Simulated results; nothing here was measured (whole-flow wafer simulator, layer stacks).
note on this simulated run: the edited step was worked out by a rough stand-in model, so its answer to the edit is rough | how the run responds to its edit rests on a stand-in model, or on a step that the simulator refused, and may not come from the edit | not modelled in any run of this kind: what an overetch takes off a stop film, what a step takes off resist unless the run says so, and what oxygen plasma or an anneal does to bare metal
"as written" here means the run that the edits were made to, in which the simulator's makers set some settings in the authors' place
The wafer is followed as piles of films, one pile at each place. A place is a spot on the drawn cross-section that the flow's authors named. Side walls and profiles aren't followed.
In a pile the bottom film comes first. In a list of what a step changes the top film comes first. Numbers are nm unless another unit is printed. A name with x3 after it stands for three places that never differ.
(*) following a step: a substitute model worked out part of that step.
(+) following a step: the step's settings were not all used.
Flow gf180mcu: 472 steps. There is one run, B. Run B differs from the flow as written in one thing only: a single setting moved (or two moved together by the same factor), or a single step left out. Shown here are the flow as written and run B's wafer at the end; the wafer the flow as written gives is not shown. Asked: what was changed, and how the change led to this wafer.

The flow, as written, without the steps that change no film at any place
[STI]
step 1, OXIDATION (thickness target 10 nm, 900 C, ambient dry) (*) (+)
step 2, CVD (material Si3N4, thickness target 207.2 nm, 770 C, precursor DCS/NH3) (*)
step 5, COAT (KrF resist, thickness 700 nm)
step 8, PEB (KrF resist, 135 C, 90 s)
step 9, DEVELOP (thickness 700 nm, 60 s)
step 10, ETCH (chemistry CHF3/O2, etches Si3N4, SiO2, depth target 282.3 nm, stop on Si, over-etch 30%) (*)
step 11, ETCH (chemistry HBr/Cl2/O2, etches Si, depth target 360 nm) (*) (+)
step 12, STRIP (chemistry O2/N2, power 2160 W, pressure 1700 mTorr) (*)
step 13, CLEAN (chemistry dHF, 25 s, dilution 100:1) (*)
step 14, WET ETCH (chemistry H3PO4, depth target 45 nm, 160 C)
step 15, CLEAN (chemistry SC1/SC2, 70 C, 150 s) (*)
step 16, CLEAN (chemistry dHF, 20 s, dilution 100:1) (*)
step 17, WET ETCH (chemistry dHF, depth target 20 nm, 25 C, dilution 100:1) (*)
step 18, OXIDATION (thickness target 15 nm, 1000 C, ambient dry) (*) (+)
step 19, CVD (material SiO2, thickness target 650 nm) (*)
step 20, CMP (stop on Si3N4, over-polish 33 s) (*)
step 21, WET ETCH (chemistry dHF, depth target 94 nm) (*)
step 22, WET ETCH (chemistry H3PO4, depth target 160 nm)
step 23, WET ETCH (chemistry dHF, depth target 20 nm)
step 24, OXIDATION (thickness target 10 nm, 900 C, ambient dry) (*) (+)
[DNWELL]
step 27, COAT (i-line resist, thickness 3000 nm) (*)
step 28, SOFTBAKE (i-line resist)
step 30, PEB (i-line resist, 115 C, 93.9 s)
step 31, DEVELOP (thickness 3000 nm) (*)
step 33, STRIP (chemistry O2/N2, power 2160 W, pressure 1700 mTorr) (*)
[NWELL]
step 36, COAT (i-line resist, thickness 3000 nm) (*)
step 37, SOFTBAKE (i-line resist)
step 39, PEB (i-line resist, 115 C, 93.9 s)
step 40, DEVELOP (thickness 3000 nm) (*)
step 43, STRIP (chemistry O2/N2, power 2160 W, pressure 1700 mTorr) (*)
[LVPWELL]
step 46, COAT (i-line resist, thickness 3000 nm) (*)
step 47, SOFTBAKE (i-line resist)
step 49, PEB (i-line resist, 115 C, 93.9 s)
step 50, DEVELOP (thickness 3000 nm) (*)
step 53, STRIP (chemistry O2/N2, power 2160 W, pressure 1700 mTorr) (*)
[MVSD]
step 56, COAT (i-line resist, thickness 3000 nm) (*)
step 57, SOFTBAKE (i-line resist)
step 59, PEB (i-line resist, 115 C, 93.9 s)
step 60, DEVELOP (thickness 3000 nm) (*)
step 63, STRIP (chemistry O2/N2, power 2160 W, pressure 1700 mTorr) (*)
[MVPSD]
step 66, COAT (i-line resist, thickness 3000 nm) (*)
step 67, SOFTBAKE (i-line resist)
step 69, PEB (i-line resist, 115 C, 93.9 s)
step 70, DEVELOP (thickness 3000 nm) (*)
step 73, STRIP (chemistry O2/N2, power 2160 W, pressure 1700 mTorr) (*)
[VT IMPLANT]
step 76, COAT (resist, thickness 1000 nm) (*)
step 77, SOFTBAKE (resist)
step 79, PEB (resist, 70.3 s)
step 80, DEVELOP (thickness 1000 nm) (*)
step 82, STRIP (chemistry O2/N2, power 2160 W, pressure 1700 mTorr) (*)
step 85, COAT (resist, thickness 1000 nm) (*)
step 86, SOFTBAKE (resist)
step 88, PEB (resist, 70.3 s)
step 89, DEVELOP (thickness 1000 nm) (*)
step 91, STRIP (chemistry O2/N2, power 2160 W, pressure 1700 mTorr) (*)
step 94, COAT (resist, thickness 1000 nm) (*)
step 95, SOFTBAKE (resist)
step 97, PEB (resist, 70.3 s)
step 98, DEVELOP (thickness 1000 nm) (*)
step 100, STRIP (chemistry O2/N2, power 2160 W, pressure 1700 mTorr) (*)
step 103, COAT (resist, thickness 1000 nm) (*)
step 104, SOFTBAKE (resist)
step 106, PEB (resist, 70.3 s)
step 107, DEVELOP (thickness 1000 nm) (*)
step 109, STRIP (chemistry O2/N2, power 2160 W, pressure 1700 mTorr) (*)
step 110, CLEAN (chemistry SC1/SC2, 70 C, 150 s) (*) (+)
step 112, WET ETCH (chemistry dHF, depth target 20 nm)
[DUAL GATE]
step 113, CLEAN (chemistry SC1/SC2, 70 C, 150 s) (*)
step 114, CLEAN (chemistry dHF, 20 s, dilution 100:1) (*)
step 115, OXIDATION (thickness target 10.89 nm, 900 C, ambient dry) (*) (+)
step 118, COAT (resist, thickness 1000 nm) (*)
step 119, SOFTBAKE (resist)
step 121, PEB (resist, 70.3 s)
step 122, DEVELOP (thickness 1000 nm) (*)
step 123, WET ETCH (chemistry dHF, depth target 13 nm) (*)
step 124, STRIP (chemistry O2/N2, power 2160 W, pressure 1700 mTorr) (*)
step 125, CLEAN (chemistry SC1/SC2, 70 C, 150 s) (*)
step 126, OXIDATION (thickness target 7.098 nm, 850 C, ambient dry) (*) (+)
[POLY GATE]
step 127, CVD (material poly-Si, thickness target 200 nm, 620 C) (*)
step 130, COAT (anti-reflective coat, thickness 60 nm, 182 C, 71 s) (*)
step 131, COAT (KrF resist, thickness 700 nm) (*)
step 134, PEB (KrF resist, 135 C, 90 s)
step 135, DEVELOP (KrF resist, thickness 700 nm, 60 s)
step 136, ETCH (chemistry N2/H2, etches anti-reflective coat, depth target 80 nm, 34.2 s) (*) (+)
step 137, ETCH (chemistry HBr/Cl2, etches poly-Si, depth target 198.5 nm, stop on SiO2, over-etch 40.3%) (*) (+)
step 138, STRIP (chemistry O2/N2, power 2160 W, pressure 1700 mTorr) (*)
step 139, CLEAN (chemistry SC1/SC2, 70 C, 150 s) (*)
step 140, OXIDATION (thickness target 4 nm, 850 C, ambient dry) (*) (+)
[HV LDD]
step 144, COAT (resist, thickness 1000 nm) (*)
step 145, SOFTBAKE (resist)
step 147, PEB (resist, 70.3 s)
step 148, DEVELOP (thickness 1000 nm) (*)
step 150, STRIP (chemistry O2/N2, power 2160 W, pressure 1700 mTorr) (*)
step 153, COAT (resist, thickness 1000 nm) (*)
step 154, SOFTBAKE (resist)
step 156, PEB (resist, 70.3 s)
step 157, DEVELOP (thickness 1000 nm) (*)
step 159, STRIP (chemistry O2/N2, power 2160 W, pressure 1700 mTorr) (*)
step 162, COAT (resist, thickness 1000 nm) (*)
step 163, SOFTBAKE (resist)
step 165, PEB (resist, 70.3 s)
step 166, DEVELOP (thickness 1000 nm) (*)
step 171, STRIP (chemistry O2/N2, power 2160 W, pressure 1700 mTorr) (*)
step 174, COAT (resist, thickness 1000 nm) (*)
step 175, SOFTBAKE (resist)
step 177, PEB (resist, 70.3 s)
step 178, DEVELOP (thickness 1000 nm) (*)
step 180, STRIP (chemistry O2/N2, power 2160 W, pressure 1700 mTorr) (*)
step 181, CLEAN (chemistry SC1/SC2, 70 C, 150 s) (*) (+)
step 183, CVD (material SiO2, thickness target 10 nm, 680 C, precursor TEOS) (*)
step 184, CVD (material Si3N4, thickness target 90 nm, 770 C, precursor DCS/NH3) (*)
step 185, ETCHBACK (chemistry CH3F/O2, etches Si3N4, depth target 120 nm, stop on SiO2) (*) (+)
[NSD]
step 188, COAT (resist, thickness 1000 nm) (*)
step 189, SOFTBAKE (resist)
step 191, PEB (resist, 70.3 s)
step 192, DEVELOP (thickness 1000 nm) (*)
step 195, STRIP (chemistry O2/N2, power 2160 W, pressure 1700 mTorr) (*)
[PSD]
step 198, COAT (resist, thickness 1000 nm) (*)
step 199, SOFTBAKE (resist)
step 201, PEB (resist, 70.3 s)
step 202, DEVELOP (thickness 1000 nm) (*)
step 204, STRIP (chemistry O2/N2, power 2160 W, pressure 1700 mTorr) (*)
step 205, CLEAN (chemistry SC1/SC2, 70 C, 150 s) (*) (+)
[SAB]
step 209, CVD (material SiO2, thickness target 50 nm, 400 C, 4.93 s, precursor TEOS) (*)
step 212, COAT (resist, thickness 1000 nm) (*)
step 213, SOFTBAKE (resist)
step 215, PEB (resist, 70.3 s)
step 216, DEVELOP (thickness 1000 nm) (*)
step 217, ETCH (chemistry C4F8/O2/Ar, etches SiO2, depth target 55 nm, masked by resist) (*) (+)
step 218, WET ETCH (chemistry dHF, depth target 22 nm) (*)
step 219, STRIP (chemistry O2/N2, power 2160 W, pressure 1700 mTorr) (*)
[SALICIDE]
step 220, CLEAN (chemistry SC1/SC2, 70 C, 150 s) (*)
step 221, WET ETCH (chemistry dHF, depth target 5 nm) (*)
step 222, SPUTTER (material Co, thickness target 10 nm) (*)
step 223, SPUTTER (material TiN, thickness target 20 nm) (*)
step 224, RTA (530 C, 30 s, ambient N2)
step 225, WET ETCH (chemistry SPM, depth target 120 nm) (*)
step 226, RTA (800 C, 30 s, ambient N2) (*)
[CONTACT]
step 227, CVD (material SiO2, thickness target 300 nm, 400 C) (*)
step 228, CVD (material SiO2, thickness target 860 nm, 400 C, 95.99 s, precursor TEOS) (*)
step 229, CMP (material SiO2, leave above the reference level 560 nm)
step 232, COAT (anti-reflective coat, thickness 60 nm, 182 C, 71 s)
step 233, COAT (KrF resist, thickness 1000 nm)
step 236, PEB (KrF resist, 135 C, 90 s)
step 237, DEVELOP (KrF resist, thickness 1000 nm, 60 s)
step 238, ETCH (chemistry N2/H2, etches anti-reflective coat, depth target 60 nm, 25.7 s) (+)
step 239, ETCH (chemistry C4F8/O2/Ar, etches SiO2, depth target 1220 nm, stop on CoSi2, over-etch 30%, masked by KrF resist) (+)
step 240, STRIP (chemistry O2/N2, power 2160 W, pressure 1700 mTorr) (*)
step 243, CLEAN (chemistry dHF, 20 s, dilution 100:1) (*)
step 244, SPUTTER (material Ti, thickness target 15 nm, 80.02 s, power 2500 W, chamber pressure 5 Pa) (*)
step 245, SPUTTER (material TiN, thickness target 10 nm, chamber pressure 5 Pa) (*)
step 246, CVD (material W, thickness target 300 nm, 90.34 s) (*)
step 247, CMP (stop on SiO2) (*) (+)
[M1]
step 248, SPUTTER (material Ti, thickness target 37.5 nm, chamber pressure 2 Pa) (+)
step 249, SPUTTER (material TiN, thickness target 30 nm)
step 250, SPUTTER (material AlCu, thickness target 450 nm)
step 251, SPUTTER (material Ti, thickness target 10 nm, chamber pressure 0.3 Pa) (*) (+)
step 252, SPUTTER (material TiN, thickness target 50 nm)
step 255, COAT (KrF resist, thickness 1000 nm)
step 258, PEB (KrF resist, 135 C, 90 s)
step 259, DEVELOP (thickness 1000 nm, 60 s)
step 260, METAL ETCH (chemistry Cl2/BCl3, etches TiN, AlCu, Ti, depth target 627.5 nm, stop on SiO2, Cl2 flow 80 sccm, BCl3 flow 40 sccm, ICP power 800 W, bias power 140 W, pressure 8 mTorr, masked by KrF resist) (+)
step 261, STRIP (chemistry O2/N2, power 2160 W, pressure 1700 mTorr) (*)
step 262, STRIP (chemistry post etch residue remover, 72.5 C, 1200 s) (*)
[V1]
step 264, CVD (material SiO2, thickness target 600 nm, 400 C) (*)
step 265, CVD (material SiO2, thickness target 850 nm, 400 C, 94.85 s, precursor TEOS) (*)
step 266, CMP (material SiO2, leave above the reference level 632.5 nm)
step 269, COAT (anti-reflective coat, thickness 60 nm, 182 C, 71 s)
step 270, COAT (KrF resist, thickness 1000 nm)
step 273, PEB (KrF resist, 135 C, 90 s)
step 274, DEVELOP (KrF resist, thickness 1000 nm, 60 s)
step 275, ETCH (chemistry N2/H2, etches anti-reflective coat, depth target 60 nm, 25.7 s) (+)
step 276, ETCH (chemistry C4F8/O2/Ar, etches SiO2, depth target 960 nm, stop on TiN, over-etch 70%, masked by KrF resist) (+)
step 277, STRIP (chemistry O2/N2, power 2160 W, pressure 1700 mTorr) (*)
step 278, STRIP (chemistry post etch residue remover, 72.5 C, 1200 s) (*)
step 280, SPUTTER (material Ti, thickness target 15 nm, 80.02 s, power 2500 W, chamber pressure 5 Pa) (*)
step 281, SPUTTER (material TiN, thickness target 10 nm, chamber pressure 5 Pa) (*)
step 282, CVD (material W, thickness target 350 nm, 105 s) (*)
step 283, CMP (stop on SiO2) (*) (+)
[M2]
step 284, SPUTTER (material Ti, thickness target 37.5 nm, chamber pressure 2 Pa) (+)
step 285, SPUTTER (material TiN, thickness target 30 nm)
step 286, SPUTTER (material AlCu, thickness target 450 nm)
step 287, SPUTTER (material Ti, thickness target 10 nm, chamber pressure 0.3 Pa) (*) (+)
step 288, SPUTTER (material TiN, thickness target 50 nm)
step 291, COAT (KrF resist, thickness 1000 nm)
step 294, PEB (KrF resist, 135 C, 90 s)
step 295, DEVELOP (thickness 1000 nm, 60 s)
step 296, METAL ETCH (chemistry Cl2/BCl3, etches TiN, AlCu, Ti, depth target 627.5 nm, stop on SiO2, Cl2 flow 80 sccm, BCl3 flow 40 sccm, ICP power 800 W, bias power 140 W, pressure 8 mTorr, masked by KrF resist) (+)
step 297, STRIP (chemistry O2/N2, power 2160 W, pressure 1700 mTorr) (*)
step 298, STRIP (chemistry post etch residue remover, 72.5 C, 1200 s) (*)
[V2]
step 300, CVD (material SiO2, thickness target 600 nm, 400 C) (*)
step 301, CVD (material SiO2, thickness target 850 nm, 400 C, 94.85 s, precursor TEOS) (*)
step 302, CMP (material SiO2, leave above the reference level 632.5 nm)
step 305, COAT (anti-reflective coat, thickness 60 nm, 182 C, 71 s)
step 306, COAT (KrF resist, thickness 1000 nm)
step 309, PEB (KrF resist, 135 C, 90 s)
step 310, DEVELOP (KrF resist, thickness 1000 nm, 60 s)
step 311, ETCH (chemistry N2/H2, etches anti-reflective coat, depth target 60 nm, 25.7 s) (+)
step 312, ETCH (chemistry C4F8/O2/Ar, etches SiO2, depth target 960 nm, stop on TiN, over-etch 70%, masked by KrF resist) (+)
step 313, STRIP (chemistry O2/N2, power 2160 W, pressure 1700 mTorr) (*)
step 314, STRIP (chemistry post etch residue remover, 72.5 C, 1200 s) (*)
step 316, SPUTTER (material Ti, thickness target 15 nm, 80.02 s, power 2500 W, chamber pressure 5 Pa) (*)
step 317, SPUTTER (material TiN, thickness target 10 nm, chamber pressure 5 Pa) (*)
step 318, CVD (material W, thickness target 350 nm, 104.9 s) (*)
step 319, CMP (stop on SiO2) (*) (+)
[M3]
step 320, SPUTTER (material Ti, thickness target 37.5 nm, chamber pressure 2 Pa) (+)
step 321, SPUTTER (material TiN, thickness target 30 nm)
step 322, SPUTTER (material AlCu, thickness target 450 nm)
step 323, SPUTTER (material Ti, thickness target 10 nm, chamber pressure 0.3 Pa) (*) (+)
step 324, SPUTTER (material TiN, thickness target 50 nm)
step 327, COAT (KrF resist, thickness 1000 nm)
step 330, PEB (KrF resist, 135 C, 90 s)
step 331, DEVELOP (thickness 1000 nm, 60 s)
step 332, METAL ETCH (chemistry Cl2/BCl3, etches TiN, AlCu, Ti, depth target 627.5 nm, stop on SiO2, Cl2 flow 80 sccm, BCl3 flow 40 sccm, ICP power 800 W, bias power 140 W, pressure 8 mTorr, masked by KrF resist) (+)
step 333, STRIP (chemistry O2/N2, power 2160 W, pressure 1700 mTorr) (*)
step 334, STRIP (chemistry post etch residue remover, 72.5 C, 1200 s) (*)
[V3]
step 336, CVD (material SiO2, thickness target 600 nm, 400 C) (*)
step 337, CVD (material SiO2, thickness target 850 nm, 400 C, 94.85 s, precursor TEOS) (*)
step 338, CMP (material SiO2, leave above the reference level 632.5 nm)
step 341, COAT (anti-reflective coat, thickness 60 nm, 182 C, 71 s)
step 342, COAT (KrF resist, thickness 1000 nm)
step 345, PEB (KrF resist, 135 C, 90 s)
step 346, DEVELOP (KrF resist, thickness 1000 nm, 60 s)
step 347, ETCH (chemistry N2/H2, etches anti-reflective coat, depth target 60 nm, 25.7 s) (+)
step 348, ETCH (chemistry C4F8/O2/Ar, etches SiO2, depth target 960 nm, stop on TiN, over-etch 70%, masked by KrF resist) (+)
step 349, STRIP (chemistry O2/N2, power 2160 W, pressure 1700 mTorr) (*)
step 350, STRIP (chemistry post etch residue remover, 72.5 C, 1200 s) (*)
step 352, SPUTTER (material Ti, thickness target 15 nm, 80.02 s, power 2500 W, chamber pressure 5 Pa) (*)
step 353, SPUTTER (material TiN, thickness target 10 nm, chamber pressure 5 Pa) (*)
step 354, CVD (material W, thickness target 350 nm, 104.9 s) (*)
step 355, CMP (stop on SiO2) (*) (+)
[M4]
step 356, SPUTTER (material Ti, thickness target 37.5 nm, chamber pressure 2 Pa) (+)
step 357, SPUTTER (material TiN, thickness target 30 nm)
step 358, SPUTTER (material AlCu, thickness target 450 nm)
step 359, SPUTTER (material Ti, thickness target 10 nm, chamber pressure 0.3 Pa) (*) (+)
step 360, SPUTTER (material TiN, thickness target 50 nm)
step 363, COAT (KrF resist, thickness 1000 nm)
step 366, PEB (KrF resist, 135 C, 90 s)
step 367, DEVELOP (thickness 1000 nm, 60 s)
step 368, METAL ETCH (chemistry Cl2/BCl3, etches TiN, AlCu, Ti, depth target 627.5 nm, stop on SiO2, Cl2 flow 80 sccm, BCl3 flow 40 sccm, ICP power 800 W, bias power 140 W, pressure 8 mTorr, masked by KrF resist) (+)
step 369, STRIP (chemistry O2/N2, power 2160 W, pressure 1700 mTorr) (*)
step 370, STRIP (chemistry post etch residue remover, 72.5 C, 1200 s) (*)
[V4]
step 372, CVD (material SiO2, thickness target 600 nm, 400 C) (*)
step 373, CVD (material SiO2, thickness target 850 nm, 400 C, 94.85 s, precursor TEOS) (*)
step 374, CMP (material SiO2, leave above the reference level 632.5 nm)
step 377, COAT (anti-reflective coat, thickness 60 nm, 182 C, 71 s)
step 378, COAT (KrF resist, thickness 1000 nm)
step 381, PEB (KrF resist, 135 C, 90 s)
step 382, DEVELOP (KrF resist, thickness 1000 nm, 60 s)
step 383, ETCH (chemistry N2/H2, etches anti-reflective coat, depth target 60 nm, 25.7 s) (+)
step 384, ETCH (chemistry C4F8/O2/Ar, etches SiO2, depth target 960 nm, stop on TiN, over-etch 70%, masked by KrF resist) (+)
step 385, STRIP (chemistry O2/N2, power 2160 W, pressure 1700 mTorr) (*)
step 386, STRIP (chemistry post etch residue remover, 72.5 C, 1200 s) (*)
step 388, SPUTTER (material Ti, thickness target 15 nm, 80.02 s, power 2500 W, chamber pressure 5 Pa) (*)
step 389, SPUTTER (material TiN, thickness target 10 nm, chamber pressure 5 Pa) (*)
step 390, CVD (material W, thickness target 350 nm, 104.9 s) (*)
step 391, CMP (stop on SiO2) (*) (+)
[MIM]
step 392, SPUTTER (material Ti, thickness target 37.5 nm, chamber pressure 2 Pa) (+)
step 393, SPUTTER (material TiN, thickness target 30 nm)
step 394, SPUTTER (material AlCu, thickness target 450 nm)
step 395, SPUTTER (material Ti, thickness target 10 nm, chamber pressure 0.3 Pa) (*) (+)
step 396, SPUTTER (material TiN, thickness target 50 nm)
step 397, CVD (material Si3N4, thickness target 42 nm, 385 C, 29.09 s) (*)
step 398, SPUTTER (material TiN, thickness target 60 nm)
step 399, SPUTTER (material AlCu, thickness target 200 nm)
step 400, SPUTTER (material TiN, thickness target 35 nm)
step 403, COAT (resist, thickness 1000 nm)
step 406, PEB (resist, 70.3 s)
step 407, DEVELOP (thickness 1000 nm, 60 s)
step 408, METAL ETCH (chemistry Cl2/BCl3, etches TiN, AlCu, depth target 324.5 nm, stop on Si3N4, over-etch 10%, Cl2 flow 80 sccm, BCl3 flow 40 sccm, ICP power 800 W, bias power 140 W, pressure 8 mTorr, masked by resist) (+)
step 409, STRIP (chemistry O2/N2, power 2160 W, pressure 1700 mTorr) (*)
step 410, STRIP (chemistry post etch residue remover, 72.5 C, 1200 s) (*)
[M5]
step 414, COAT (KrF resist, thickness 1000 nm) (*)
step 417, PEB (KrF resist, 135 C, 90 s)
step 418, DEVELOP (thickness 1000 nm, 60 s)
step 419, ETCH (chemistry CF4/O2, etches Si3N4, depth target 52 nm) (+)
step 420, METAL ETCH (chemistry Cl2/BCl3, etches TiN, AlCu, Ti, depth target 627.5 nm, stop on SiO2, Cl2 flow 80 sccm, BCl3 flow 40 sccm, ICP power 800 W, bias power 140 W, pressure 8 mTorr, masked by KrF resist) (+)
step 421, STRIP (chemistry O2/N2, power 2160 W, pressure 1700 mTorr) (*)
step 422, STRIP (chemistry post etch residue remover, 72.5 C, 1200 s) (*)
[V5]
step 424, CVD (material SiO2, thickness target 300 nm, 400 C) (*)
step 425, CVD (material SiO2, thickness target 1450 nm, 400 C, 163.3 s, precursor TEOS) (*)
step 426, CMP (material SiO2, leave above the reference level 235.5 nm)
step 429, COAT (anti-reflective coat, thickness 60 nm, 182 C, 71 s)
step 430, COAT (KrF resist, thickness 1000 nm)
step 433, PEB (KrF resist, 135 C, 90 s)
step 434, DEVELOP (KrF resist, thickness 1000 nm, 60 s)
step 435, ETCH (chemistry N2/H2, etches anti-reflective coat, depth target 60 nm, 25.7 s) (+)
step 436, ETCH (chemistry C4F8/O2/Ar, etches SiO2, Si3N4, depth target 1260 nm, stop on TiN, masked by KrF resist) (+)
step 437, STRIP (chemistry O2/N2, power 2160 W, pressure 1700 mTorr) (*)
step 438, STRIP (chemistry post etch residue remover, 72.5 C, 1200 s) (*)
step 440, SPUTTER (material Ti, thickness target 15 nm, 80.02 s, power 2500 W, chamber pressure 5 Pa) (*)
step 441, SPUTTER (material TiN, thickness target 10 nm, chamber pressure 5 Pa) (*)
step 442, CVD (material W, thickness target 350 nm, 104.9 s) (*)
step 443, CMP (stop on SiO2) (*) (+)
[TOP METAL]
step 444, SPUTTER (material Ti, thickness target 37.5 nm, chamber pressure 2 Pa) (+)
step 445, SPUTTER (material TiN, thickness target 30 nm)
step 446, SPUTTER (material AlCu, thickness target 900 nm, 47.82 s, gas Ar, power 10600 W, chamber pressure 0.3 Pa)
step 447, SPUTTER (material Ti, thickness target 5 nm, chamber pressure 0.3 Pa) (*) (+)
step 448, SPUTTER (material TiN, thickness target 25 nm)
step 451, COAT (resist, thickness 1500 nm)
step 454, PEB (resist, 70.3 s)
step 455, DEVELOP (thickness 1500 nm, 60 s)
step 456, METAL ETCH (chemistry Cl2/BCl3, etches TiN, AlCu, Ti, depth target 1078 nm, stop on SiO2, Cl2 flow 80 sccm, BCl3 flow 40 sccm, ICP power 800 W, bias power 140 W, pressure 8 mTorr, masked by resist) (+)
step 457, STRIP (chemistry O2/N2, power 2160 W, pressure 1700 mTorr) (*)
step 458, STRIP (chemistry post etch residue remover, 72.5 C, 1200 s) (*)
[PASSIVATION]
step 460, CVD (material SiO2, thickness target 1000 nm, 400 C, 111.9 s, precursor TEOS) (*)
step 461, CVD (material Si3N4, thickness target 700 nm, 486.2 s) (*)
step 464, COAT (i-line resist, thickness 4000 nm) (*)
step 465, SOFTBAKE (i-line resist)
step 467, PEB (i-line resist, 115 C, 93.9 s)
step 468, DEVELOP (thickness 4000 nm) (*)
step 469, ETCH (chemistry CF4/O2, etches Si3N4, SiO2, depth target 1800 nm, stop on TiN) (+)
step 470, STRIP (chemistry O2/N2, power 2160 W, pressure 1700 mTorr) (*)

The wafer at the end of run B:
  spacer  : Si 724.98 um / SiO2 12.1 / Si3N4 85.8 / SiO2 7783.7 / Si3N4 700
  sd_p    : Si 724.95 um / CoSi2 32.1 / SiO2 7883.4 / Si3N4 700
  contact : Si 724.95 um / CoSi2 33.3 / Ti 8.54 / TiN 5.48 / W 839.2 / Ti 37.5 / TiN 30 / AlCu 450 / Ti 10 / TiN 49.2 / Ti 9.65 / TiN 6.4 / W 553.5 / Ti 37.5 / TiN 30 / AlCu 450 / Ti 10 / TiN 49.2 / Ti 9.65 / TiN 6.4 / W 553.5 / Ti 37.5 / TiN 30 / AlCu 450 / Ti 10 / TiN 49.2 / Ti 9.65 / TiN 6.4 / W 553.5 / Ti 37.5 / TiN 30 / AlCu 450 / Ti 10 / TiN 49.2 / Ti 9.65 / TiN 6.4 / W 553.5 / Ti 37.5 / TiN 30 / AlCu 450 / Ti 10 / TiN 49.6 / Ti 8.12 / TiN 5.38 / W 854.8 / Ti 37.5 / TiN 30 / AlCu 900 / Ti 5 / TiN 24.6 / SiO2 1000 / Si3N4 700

Cause: step 183, CVD: thickness target 4.9 nm was run, though the flow has thickness target 10 nm.

The path from the change to this, step by step:
  step 183, CVD (material SiO2, thickness target 10 nm, 680 C, precursor TEOS) (*)
      field, field__w1, field__w2 and 99 more: SiO2 gains 4.9 (it would be, as written: SiO2 gains 10)
      ld_drift_p: SiO2 gains 4.84 (it would be, as written: SiO2 gains 9.87)
      (as well as at 1 more place)
  step 189, SOFTBAKE (resist)
      field: resist loses 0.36 (it would be, as written: resist gains 3.56)
      active_hv: resist loses 0.53 (it would be, as written: resist gains 2.68)
      (as well as at 1 more place)
  step 199, SOFTBAKE (resist)
      field: resist loses 0.36 (it would be, as written: resist gains 3.56)
      active_hv: resist loses 0.53 (it would be, as written: resist gains 2.68)
      (as well as at 1 more place)
  step 218, WET ETCH (chemistry dHF, depth target 22 nm) (*)
      gate, gate_hv, gate_p and 23 more: SiO2 loses 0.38 (all of it) (it would be, as written: SiO2 loses 5.48 (all of it))
      active, p_well, sd_n, iso_ptap_pw, iso_ntap_nw, iso_ptap_sub, vpnp_e: SiO2 loses 3.91 (all of it) (it would be, as written: SiO2 loses 9.01 (all of it))
      (as well as at 16 more places)
  step 229, CMP (material SiO2, leave above the reference level 560 nm)
      field_sub, field_sub__w2: SiO2 loses 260 (it would be, as written: SiO2 loses 265.5)
      field__w2: SiO2 loses 243.8 (it would be, as written: SiO2 loses 250)
      (as well as at 6 more places)
